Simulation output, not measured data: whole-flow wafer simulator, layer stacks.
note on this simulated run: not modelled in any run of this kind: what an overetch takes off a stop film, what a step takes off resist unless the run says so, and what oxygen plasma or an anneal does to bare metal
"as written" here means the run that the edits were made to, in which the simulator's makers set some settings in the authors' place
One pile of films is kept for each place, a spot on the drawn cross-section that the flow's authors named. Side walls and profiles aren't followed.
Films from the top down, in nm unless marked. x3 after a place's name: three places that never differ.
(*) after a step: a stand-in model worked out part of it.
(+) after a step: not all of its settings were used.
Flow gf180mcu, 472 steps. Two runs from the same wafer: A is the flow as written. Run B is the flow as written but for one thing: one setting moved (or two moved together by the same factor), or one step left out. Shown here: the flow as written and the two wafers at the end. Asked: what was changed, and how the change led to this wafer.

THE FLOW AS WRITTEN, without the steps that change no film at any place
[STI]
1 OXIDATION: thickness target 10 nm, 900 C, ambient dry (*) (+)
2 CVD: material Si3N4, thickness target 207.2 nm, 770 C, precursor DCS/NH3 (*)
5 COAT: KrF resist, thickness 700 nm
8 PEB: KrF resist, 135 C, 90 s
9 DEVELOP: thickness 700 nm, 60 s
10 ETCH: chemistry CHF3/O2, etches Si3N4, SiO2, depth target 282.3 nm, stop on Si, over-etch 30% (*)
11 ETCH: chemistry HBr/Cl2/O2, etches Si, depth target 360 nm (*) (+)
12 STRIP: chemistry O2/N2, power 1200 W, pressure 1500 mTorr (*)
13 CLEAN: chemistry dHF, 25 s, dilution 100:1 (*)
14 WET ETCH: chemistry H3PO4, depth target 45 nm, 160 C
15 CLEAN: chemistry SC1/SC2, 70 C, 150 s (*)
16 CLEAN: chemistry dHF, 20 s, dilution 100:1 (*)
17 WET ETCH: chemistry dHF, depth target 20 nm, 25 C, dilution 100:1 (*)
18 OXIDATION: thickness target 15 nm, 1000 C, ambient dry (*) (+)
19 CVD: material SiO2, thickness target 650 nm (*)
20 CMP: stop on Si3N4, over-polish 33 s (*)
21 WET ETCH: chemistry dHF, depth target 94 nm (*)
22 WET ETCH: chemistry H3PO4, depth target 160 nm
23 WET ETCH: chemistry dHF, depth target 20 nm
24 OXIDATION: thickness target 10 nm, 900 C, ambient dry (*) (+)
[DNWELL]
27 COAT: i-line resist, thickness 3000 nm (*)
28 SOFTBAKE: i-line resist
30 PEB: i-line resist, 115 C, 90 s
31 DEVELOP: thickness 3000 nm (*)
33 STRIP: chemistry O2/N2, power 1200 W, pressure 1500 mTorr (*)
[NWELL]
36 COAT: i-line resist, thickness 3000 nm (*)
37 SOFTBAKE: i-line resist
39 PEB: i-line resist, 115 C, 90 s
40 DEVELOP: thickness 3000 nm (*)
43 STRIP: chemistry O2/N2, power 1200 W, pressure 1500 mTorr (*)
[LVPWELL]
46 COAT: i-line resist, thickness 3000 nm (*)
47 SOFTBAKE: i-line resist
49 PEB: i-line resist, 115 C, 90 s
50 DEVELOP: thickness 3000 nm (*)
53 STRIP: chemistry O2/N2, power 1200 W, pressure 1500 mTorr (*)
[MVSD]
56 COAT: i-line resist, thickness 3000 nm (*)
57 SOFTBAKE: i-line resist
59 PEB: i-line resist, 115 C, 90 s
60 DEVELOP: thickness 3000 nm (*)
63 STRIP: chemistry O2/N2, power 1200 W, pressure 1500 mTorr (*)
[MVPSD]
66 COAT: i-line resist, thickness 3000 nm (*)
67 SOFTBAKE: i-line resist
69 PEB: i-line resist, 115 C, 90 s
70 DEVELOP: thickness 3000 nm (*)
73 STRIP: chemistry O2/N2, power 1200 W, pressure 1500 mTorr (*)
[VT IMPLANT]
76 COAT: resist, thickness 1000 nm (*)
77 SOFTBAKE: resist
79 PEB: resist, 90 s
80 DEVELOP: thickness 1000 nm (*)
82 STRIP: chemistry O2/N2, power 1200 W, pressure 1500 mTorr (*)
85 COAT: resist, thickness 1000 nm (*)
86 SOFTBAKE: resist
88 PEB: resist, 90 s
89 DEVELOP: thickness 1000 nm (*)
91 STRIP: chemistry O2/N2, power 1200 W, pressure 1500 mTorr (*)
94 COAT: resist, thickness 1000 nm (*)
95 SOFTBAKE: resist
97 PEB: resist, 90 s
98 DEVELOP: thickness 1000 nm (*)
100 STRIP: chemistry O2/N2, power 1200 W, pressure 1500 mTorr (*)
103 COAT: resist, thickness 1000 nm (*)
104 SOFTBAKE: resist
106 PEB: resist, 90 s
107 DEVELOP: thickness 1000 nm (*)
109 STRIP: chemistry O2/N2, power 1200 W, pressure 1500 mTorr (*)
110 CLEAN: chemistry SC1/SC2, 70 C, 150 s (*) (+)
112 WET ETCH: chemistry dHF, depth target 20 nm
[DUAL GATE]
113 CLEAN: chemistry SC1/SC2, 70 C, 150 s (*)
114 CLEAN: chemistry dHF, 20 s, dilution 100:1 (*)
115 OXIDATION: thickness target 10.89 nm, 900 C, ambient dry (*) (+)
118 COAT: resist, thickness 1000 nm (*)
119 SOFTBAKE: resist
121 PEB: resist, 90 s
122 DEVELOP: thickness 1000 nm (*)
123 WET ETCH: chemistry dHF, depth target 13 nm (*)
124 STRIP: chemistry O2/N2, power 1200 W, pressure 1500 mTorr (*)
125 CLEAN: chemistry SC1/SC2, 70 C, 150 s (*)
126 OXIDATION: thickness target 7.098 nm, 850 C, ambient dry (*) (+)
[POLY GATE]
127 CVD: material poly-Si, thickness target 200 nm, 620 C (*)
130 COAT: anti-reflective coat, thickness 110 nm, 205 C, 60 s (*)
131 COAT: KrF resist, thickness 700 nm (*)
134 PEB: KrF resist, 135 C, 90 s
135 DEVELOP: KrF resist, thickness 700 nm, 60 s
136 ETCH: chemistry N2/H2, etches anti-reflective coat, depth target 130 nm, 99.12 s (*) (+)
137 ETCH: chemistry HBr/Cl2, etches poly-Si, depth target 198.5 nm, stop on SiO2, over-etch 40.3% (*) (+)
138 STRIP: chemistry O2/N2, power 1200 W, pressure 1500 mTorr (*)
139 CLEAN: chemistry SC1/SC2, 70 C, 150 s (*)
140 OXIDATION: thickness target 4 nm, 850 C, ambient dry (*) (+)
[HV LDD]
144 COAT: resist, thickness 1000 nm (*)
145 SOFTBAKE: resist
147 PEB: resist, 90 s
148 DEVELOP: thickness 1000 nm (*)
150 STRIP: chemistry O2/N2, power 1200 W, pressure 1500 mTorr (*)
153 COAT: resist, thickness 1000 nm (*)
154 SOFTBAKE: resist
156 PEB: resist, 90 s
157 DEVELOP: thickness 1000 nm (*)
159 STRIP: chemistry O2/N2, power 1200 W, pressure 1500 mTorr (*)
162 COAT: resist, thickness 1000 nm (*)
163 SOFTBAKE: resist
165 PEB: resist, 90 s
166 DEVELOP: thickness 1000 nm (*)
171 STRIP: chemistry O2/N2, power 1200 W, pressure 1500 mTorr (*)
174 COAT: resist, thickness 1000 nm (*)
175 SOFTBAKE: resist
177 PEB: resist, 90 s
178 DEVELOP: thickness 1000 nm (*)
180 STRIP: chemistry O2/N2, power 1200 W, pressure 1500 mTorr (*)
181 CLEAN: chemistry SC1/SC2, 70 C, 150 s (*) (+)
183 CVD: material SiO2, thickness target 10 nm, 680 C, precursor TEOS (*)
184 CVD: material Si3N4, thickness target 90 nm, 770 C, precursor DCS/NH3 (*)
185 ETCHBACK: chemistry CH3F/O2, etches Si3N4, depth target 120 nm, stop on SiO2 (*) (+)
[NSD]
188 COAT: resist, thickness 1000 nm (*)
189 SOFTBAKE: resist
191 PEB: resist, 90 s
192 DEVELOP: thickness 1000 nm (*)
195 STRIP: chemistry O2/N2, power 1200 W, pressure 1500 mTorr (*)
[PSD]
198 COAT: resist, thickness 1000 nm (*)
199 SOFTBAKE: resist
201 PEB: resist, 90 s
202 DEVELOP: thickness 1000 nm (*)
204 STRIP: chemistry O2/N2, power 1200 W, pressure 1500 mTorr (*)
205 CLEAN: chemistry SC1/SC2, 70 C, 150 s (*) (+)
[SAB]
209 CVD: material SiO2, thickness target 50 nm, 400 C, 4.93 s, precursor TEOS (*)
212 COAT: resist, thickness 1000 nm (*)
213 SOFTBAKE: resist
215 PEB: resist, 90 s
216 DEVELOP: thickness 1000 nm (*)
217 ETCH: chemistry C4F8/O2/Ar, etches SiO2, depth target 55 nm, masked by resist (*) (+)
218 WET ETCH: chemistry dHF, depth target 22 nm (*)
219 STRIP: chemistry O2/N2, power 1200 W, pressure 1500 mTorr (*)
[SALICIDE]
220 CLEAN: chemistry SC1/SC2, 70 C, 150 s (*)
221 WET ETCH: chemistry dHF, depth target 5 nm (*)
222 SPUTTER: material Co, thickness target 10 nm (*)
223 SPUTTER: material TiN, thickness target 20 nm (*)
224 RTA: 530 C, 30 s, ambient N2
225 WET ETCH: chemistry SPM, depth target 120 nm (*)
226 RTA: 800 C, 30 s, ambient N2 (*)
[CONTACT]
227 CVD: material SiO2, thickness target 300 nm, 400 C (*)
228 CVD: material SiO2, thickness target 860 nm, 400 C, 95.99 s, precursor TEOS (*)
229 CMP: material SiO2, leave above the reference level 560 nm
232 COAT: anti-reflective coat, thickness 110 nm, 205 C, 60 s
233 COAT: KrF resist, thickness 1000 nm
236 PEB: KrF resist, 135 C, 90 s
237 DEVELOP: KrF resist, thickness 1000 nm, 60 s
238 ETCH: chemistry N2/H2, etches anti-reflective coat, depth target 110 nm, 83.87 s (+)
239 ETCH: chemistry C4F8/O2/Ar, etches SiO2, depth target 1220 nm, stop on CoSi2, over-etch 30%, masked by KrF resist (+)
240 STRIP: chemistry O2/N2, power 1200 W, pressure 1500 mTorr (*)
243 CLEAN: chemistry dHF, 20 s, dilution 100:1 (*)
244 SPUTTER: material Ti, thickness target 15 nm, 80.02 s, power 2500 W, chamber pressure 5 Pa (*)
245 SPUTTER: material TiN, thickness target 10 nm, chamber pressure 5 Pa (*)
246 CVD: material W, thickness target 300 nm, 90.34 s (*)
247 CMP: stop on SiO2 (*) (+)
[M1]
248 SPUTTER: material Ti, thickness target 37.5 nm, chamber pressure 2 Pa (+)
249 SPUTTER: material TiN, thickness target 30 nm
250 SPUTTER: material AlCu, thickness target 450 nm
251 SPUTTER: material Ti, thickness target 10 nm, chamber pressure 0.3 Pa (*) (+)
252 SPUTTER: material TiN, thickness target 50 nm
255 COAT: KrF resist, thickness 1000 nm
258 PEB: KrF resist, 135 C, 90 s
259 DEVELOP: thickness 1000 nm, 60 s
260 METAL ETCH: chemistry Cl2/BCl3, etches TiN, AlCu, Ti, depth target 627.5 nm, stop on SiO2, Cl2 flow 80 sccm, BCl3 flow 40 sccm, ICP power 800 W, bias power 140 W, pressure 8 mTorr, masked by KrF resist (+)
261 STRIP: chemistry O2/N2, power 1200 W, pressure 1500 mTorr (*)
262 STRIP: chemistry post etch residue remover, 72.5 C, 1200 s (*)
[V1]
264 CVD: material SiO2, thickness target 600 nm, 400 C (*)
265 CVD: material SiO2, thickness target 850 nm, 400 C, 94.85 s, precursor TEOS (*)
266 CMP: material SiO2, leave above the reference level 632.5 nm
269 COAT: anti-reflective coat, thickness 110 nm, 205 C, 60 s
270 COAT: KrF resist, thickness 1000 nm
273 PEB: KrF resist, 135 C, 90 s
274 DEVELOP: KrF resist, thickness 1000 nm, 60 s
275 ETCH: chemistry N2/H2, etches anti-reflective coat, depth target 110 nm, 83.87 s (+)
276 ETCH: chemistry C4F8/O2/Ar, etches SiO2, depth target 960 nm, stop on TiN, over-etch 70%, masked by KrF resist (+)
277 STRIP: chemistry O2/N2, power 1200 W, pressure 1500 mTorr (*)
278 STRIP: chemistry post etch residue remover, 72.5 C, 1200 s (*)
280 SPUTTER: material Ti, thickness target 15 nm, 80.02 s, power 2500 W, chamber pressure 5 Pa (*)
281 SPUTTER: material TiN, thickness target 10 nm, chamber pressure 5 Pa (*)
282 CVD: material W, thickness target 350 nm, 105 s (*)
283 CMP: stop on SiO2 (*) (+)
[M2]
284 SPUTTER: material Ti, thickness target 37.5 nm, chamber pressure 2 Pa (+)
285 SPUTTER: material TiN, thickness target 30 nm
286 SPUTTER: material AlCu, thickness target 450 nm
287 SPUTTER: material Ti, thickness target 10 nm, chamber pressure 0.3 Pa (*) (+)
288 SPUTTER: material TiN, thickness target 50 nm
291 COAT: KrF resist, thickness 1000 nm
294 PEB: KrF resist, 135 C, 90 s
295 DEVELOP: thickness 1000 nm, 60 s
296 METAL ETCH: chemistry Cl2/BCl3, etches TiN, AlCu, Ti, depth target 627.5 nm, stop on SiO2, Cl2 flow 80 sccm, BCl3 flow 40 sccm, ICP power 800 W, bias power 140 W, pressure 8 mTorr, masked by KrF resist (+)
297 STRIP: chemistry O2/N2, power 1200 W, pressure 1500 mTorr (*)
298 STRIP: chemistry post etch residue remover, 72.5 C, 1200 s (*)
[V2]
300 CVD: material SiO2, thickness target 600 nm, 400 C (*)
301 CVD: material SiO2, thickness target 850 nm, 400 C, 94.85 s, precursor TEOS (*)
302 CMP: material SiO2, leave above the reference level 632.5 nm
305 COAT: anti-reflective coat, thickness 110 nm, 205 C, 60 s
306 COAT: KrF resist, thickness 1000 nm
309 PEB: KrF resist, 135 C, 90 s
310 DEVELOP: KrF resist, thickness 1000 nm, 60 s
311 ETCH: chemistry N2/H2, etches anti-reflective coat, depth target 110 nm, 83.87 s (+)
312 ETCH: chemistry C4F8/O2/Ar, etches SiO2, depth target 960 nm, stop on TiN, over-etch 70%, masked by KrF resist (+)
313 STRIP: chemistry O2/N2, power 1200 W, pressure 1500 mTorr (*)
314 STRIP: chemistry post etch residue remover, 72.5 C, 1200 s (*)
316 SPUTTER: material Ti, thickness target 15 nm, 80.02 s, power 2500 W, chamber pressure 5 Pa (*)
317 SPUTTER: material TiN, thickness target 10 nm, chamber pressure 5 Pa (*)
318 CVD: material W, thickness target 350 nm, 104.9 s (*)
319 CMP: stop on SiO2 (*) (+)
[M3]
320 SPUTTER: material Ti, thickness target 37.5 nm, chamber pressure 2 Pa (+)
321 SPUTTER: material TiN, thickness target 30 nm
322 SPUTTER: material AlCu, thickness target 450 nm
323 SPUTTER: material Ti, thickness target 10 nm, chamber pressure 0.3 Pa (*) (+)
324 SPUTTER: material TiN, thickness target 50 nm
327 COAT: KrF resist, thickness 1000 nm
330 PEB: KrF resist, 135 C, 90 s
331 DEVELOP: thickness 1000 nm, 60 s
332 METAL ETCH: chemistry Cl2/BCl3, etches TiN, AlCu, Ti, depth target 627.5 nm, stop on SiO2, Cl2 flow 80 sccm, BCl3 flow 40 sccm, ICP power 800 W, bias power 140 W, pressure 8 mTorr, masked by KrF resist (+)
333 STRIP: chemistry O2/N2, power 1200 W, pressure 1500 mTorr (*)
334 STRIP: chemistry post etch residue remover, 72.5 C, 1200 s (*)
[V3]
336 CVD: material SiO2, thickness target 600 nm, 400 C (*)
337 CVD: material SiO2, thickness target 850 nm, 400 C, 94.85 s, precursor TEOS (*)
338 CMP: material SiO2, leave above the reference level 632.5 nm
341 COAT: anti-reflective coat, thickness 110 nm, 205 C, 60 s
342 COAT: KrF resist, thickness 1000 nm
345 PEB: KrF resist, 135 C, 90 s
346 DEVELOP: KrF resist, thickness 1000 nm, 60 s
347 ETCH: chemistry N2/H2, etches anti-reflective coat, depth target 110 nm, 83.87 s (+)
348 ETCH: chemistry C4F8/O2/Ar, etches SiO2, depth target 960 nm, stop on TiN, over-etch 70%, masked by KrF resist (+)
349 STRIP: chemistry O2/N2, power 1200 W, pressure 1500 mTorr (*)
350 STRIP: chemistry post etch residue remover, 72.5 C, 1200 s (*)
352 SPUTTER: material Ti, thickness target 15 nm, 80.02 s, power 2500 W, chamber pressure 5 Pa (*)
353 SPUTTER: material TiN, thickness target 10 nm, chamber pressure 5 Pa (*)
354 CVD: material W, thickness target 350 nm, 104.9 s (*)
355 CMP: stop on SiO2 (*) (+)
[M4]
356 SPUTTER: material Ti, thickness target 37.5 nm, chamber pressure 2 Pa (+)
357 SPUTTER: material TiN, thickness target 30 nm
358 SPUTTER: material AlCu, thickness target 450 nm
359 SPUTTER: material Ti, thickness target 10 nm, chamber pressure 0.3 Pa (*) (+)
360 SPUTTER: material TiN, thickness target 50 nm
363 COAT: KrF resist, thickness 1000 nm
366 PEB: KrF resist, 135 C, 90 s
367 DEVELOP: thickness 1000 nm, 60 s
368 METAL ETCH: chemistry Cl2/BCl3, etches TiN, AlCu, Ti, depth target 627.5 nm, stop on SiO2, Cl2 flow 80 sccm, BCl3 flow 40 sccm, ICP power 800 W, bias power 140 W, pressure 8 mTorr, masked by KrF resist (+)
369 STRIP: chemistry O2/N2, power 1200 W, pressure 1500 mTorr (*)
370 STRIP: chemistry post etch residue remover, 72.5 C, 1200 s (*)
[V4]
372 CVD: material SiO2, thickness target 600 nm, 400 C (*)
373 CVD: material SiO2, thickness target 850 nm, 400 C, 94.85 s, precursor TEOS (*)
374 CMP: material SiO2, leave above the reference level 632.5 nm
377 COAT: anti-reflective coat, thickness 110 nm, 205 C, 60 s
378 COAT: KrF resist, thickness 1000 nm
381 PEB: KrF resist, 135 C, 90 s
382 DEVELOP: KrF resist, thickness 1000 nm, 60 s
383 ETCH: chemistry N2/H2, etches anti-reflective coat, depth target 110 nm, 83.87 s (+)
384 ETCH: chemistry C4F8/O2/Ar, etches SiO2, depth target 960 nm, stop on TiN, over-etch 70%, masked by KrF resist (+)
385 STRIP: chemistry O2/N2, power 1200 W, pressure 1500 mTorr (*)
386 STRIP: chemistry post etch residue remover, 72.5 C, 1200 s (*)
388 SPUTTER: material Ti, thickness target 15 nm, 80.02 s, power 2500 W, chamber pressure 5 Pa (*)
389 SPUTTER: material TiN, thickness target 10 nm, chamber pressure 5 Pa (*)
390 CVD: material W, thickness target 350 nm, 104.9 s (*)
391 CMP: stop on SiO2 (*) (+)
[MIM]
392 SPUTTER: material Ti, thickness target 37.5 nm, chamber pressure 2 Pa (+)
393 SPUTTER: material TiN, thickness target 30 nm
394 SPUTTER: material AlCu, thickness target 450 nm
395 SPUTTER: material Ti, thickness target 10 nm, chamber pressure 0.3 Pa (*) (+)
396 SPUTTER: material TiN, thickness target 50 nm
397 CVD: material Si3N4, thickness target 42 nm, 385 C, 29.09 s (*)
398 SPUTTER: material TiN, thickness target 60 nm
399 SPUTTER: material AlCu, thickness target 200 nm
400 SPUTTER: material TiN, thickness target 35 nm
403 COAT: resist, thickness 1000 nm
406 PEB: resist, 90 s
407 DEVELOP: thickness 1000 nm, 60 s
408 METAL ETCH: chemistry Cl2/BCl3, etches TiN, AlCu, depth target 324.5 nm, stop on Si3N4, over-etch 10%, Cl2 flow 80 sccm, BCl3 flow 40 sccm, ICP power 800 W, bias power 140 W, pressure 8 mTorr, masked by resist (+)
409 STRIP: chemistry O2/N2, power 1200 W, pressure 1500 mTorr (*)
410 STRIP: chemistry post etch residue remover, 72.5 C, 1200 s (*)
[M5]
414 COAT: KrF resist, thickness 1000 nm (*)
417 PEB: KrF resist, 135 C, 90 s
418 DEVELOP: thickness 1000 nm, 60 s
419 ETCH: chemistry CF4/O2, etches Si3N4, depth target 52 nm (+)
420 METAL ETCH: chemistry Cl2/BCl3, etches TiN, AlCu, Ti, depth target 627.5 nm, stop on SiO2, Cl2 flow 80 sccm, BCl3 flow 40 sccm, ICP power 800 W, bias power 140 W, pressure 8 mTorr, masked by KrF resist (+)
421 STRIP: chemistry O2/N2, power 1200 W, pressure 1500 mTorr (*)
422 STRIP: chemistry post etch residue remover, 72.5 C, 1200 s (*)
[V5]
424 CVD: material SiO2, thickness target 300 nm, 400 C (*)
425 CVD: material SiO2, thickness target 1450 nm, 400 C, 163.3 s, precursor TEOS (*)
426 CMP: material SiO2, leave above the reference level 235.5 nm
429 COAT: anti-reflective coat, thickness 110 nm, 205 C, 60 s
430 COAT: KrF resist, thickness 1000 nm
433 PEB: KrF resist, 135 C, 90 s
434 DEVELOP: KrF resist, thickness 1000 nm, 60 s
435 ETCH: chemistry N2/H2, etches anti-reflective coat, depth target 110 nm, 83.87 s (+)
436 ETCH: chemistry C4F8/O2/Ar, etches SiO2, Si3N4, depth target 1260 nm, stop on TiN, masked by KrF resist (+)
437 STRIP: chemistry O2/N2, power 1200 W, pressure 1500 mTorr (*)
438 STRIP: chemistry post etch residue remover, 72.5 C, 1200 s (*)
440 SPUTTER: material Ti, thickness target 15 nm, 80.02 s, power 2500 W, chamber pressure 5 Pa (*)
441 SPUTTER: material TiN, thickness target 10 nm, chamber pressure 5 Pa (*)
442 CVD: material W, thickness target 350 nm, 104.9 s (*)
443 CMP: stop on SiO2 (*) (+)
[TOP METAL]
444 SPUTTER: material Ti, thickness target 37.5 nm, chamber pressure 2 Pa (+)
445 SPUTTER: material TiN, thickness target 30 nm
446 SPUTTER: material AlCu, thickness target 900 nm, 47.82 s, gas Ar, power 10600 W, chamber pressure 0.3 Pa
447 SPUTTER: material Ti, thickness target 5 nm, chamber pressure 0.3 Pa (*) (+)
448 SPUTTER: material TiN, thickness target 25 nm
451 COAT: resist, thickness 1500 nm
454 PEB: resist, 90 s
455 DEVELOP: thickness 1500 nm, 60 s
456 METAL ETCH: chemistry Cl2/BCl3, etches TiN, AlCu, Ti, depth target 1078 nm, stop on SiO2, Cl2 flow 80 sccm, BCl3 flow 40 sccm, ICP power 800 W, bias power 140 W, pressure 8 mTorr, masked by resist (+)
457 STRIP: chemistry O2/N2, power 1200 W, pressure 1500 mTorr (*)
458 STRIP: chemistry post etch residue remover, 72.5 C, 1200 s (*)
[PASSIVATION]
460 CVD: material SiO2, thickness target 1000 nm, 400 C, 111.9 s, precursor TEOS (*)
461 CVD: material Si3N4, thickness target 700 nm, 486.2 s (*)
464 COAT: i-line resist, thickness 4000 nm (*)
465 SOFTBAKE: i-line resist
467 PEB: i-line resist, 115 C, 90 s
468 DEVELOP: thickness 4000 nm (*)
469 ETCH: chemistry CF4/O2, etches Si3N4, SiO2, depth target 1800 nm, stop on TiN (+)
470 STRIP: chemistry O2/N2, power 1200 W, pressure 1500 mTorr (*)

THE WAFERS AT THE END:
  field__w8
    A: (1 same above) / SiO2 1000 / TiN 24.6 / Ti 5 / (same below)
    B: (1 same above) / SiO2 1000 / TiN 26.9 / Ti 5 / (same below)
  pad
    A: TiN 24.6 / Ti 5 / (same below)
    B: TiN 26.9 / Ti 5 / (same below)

The cause: step 448, SPUTTER: thickness target 27.31 nm was run, where the flow has thickness target 25 nm.

How the change led to this, step by step:
  448 SPUTTER: material TiN, thickness target 25 nm
      field, field__w1, field__w2 and 109 more: A TiN +25 (new film) | B TiN +27.3 (new film)
  456 METAL ETCH: chemistry Cl2/BCl3, etches TiN, AlCu, Ti, depth target 1078 nm, stop on SiO2, Cl2 flow 80 sccm, BCl3 flow 40 sccm, ICP power 800 W, bias power 140 W, pressure 8 mTorr, masked by resist (+)
      field, field__w1, field__w2 and 103 more: A TiN -25 (all of it), Ti -5 (all of it), AlCu -900 (all of it), TiN -30 (all of it), Ti -37.5 (all of it) | B TiN -27.3 (all of it), Ti -5 (all of it), AlCu -900 (all of it), TiN -30 (all of it), Ti -37.5 (all of it)
